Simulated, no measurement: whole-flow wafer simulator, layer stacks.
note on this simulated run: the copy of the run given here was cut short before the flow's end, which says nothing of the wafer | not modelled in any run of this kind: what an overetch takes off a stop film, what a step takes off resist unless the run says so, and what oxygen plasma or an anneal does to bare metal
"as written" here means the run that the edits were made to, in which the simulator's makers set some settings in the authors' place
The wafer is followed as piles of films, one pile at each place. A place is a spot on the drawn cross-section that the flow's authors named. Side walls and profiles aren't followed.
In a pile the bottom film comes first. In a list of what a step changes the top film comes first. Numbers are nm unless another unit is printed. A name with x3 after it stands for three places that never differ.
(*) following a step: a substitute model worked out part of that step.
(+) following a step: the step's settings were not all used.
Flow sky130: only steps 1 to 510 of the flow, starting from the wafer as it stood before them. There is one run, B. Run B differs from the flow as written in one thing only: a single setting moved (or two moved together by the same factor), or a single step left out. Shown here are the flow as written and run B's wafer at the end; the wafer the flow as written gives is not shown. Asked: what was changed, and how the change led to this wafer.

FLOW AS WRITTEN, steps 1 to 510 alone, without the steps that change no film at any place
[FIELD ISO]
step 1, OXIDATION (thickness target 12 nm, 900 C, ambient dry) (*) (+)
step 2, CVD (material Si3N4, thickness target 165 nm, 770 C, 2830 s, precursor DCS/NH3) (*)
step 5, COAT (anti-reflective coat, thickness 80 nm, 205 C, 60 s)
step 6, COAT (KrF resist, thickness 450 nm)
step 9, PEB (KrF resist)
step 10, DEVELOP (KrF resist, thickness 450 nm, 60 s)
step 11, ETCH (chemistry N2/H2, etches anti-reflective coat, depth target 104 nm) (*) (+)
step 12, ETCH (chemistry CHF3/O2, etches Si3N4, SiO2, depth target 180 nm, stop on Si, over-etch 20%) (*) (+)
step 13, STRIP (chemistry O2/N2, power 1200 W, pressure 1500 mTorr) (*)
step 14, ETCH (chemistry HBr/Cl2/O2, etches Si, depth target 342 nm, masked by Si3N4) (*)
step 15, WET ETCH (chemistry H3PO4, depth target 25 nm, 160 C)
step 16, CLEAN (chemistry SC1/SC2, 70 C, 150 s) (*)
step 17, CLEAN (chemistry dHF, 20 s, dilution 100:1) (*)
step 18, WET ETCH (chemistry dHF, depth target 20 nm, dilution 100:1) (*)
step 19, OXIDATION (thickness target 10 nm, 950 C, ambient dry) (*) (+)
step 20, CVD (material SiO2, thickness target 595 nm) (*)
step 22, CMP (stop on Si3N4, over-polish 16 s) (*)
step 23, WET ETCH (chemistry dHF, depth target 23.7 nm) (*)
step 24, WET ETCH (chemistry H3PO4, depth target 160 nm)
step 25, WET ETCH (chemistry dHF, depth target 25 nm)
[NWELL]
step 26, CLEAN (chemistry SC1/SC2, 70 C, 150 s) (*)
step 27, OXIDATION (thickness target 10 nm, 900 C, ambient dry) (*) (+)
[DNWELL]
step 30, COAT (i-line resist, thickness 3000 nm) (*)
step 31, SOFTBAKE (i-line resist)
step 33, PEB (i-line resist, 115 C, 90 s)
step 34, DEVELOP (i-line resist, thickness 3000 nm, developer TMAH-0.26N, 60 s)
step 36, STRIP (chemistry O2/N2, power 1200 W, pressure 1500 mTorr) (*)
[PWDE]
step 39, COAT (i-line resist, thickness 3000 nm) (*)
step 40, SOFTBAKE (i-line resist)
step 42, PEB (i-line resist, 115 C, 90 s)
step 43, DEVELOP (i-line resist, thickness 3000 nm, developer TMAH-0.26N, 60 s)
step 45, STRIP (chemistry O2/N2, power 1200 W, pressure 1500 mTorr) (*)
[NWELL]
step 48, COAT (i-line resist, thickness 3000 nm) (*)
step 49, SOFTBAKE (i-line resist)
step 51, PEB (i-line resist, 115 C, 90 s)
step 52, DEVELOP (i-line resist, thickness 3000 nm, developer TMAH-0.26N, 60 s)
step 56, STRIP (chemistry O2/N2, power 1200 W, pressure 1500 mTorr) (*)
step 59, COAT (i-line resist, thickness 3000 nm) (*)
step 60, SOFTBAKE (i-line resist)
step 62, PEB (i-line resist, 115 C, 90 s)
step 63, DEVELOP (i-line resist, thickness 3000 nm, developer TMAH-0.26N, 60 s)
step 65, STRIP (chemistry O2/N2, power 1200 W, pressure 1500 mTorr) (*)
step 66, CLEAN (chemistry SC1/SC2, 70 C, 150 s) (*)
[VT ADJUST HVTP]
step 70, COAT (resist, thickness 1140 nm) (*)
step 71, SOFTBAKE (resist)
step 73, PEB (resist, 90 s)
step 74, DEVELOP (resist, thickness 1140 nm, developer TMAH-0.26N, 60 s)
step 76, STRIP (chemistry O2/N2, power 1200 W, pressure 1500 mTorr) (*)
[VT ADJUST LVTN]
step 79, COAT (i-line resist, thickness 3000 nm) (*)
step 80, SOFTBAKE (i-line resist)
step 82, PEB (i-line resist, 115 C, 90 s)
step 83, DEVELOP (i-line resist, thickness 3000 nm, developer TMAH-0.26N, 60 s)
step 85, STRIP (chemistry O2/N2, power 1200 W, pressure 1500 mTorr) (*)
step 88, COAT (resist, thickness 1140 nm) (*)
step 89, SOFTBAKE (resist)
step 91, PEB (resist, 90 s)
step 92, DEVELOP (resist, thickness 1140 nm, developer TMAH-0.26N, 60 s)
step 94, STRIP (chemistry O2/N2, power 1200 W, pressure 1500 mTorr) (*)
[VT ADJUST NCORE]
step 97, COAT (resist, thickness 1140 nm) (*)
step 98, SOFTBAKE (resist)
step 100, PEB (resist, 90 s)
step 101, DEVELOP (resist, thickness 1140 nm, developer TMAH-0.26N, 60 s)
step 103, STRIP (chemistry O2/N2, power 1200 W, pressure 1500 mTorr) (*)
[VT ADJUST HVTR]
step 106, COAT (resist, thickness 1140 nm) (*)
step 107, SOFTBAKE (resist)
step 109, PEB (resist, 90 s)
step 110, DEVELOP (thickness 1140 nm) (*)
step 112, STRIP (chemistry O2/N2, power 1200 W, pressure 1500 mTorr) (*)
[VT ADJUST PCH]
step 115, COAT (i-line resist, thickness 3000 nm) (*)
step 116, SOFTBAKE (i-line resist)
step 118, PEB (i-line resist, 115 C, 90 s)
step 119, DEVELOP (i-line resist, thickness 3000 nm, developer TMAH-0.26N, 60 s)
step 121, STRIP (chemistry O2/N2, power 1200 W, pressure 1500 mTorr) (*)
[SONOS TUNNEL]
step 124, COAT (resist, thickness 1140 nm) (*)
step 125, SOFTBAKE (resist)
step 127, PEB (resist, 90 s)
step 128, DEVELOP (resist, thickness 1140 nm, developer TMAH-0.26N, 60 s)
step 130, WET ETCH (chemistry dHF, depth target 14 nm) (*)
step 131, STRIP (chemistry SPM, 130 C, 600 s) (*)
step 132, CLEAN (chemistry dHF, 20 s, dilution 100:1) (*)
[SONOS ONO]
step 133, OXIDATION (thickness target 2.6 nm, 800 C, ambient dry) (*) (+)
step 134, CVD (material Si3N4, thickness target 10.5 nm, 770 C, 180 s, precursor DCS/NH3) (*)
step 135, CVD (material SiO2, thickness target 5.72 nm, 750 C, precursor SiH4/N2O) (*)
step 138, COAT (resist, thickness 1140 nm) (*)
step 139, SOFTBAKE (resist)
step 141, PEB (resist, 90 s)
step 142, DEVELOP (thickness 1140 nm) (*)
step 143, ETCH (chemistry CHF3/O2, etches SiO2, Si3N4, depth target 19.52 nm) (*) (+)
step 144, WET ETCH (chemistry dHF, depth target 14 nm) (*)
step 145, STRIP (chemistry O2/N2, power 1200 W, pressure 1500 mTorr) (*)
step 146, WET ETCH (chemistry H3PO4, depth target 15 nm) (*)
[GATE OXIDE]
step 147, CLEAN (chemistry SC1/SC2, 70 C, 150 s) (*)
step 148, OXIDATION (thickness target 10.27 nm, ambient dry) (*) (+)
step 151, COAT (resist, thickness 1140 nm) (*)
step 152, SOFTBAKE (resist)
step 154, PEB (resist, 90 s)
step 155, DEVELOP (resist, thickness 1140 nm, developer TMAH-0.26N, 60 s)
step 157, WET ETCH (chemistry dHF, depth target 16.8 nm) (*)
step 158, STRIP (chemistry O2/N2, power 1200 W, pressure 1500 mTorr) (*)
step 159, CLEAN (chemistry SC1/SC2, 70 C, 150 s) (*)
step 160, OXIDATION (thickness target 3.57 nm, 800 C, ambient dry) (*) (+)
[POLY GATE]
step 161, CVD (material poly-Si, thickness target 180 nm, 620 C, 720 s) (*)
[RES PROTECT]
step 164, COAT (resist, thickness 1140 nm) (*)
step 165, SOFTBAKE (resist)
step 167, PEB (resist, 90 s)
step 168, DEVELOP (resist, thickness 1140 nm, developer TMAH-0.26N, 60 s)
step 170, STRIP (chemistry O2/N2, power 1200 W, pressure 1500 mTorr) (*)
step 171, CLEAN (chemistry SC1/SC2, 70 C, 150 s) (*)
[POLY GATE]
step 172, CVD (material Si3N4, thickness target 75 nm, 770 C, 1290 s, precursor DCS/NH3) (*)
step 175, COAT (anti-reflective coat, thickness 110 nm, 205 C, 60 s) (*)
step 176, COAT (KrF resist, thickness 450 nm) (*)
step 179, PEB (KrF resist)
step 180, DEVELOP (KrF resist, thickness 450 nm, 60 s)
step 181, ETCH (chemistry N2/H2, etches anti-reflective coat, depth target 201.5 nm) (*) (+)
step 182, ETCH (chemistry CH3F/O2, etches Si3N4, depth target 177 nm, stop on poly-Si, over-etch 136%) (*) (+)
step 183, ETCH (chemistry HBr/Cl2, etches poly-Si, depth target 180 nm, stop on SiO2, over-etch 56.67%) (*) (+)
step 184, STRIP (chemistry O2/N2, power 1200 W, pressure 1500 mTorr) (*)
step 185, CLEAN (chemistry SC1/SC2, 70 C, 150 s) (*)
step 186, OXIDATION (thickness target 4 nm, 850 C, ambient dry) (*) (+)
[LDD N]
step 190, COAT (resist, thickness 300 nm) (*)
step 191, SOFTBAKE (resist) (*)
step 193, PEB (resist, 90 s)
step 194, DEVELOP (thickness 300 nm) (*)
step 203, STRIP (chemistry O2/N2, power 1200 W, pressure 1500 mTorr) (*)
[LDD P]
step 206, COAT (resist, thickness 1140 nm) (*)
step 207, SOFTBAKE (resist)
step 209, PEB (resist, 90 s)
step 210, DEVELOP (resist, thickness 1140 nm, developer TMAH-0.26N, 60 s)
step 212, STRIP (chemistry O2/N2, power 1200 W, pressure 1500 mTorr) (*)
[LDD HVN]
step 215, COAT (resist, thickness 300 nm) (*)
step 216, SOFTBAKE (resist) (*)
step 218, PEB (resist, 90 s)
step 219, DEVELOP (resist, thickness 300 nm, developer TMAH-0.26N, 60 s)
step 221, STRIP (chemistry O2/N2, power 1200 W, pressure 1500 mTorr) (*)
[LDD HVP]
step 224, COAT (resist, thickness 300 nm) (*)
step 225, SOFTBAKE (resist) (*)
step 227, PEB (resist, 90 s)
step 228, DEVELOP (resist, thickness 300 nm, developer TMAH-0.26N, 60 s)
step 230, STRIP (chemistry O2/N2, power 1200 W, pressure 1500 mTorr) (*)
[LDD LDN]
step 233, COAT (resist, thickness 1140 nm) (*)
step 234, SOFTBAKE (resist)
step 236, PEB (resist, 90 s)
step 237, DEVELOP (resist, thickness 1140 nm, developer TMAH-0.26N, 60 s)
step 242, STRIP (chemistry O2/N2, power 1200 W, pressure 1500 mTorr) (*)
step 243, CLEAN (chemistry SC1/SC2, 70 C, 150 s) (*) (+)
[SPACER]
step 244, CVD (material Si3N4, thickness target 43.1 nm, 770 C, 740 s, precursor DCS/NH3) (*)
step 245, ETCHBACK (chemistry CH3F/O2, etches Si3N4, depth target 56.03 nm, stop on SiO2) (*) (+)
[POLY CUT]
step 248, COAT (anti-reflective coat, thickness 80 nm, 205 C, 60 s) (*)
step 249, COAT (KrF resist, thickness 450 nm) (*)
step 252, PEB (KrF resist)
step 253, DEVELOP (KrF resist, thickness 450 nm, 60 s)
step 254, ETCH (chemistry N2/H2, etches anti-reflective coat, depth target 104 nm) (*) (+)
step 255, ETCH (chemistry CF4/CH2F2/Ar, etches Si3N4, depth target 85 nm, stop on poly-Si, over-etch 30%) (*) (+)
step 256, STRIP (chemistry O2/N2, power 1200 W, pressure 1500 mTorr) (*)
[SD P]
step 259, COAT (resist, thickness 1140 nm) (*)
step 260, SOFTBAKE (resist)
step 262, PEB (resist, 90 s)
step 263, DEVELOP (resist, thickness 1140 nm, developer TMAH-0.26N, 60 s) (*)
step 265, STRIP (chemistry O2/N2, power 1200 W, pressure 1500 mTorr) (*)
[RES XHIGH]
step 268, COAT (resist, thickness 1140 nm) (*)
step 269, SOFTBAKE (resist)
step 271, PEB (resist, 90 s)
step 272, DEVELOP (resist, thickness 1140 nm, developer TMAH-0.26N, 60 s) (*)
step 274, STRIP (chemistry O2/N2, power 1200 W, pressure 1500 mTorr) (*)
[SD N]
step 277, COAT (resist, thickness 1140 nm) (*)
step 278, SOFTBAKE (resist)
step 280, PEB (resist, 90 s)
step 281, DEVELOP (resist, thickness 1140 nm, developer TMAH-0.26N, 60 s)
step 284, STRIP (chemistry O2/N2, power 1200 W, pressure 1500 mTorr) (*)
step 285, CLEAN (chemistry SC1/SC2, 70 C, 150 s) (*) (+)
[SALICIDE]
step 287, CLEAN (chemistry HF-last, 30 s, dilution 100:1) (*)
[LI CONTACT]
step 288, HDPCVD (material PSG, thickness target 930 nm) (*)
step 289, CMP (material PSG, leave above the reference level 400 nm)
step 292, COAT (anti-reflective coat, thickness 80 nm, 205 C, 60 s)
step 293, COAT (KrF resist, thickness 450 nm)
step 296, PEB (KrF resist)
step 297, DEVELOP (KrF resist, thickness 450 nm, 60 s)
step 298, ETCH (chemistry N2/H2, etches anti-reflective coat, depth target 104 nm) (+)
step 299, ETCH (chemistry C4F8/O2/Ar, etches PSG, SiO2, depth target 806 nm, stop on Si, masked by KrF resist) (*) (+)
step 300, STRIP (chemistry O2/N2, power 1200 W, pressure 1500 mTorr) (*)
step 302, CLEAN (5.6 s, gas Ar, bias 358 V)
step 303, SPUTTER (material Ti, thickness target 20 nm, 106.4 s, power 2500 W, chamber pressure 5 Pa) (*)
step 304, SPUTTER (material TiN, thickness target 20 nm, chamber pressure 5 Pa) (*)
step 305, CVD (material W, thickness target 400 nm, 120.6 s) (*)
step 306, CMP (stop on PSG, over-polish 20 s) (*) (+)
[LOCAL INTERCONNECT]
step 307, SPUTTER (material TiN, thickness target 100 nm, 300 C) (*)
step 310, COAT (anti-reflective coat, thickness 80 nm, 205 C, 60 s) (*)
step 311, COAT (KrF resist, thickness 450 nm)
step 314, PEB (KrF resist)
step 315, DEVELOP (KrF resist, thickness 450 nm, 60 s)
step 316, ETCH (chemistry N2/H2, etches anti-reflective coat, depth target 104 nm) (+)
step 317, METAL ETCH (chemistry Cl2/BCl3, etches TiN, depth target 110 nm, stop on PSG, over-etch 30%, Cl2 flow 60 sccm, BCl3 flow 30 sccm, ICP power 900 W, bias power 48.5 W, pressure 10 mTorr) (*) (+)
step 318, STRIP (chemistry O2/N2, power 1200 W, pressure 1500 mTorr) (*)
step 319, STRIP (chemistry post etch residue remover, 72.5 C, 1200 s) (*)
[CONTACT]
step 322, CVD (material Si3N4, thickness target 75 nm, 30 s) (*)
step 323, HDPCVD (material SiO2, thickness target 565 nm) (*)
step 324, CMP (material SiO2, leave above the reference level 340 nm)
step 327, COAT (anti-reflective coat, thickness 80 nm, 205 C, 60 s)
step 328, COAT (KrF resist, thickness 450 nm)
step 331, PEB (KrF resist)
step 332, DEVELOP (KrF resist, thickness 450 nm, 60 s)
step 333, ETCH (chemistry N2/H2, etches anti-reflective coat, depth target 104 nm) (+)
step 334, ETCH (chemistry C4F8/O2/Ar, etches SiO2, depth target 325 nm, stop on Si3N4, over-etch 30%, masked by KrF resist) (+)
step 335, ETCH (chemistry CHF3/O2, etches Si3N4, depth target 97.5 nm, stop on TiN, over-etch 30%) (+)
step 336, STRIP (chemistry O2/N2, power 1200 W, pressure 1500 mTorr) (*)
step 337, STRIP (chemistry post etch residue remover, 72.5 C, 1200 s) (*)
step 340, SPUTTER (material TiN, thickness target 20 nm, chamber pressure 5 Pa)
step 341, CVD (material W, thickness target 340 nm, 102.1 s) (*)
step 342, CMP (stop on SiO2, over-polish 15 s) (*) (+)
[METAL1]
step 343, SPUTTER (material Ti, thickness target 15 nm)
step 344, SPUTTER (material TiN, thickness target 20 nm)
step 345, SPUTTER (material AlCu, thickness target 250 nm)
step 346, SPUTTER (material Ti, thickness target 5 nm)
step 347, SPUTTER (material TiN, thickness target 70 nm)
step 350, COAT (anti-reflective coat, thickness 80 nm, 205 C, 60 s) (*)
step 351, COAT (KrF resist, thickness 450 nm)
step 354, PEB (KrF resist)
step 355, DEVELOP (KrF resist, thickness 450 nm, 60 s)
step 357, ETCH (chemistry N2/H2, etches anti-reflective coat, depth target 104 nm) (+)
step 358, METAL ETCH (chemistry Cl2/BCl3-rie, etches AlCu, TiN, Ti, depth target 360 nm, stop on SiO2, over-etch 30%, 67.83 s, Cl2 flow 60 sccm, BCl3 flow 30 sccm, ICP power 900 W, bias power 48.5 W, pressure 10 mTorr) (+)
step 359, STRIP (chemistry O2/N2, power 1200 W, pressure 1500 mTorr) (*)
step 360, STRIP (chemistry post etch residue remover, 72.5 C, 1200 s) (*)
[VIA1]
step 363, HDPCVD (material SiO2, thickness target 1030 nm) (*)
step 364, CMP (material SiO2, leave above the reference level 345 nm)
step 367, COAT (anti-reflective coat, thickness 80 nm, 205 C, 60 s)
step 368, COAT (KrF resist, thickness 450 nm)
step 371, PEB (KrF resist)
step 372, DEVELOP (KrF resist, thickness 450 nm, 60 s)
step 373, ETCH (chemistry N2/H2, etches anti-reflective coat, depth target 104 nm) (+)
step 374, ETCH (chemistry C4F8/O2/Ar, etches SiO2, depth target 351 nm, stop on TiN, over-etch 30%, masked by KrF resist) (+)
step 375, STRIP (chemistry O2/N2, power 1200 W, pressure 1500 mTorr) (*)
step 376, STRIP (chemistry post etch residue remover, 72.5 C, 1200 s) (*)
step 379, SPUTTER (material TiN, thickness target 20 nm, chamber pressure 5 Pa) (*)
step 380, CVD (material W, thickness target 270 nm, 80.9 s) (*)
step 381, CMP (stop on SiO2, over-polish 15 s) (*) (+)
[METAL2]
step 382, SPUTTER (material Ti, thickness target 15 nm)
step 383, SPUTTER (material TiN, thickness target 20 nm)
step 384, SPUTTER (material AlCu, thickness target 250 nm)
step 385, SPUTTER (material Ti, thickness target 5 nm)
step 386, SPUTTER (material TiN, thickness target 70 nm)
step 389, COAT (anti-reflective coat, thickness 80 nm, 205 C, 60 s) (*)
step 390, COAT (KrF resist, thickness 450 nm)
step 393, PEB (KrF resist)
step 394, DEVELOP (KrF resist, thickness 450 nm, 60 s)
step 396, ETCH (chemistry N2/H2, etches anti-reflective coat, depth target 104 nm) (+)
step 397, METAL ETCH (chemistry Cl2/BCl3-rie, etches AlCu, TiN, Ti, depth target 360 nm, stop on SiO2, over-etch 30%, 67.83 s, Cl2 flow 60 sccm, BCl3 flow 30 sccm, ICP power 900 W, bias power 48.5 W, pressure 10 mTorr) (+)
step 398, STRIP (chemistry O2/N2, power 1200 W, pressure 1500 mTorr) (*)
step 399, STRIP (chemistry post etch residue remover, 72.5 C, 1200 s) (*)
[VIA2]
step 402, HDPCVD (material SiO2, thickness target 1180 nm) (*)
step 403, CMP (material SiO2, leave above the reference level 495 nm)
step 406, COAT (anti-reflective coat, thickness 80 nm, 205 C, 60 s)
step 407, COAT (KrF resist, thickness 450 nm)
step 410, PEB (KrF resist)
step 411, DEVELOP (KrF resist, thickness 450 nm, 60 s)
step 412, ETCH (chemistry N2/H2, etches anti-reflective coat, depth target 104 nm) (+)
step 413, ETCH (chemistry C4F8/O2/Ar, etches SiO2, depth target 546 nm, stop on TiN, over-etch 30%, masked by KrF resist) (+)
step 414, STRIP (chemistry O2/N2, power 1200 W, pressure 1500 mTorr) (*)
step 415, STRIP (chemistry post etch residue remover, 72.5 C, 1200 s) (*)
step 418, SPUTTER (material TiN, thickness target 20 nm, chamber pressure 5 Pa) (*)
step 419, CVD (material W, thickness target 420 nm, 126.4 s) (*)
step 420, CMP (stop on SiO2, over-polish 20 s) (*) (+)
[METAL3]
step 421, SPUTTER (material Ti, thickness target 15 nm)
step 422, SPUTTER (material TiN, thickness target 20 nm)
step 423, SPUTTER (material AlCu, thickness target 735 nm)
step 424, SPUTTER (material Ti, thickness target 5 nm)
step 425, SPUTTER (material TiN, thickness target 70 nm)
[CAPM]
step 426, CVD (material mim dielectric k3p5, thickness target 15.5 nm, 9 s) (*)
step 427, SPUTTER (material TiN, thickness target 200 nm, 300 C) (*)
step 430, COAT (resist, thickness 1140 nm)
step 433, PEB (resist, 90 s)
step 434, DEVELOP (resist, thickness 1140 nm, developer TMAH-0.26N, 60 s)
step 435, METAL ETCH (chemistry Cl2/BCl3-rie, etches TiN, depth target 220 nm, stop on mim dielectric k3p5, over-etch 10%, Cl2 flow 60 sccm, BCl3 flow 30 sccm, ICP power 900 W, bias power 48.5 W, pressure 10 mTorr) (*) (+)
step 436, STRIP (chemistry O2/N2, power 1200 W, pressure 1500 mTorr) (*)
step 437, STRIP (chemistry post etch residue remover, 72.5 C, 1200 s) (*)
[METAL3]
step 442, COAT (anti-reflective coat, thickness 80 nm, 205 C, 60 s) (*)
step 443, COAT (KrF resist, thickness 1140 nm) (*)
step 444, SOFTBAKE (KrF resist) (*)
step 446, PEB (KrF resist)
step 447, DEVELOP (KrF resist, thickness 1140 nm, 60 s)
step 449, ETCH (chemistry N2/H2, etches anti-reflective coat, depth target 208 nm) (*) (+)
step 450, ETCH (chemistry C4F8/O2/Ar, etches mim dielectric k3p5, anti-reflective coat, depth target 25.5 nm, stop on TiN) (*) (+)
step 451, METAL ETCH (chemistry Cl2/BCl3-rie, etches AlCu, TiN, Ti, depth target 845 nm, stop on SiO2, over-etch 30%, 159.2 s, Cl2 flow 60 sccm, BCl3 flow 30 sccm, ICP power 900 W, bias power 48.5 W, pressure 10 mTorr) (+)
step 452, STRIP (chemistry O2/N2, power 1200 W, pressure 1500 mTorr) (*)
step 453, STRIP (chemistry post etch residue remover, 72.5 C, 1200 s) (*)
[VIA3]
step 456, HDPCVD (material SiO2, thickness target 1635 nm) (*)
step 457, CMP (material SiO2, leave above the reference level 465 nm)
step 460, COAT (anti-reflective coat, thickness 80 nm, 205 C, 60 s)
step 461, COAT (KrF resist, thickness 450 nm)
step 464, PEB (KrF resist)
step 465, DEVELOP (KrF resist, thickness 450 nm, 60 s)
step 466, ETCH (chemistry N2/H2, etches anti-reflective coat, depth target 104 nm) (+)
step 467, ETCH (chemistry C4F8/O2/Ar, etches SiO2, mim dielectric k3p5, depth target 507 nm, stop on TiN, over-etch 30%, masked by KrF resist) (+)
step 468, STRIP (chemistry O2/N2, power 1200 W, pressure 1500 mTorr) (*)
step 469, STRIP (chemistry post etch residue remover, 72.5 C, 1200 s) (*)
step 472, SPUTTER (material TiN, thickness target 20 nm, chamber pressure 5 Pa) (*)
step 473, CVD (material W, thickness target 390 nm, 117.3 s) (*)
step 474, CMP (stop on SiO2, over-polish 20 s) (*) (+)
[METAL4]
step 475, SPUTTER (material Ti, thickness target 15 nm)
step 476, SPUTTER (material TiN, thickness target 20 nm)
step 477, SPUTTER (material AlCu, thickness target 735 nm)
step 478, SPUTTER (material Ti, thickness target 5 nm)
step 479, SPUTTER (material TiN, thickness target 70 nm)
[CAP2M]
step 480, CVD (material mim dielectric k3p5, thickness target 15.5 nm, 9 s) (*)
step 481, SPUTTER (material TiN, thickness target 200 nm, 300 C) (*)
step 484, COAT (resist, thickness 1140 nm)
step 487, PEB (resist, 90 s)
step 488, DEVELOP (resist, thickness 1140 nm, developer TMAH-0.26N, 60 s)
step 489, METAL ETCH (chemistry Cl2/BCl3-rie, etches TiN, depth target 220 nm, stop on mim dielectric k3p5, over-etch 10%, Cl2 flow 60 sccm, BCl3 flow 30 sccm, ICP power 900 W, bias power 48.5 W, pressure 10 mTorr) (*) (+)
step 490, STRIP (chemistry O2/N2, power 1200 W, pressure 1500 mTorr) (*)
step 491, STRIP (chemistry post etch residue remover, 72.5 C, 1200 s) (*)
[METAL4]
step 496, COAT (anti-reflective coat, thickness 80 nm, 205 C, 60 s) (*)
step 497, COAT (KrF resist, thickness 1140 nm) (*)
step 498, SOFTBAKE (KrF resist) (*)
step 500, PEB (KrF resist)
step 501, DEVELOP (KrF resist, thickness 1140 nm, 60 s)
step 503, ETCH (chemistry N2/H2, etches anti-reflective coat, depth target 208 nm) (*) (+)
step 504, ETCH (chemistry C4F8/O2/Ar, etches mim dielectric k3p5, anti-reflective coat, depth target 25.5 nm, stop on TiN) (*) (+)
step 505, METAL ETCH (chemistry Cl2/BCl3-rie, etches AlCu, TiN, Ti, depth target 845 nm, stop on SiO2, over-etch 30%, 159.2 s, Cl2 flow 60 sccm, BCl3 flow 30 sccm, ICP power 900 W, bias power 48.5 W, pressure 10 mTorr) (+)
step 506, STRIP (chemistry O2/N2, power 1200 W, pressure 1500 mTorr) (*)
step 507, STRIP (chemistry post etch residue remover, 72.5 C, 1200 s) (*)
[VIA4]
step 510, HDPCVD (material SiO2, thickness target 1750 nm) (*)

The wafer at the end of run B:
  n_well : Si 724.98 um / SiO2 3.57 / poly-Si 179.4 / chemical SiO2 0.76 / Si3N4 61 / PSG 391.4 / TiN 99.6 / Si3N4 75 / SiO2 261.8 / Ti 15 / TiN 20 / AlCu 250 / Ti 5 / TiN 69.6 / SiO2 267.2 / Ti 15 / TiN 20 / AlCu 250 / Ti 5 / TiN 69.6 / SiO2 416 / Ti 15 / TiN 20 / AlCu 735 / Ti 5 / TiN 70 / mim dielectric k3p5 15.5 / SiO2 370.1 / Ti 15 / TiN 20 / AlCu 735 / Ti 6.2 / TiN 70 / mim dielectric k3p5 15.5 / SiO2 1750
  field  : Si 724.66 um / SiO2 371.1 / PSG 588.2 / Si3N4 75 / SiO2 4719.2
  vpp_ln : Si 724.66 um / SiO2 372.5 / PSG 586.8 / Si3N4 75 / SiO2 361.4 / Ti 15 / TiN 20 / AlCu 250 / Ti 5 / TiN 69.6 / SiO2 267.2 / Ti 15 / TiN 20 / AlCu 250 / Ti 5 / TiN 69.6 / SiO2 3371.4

Cause: step 478, SPUTTER: thickness target 6.2 nm was run, though the flow has thickness target 5 nm.
The wafer itself shows it: n_well has Ti 6.2, and step 478 as written asks for 5 nm.

Step by step, how the change led to this:
  step 478, SPUTTER (material Ti, thickness target 5 nm)
      field, active, n_well and 189 more: +6.2 Ti (new film) (in the flow as written it would be: +5 Ti (new film))
  step 505, METAL ETCH (chemistry Cl2/BCl3-rie, etches AlCu, TiN, Ti, depth target 845 nm, stop on SiO2, over-etch 30%, 159.2 s, Cl2 flow 60 sccm, BCl3 flow 30 sccm, ICP power 900 W, bias power 48.5 W, pressure 10 mTorr) (+)
      field, active, gate and 70 more: -70 TiN (all of it), -6.2 Ti (all of it), -735 AlCu (all of it), -20 TiN (all of it), -15 Ti (all of it), -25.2 SiO2 (in the flow as written it would be: -70 TiN (all of it), -5 Ti (all of it), -735 AlCu (all of it), -20 TiN (all of it), -15 Ti (all of it), -25.4 SiO2)
      vpp_iso1, mim_edge_plate, m1_ln and 12 more: -70 TiN (all of it), -6.2 Ti (all of it), -735 AlCu (all of it), -20 TiN (all of it), -15 Ti (all of it), -25.2 SiO2 (in the flow as written it would be: -70 TiN (all of it), -5 Ti (all of it), -735 AlCu (all of it), -20 TiN (all of it), -15 Ti (all of it), -25.3 SiO2)
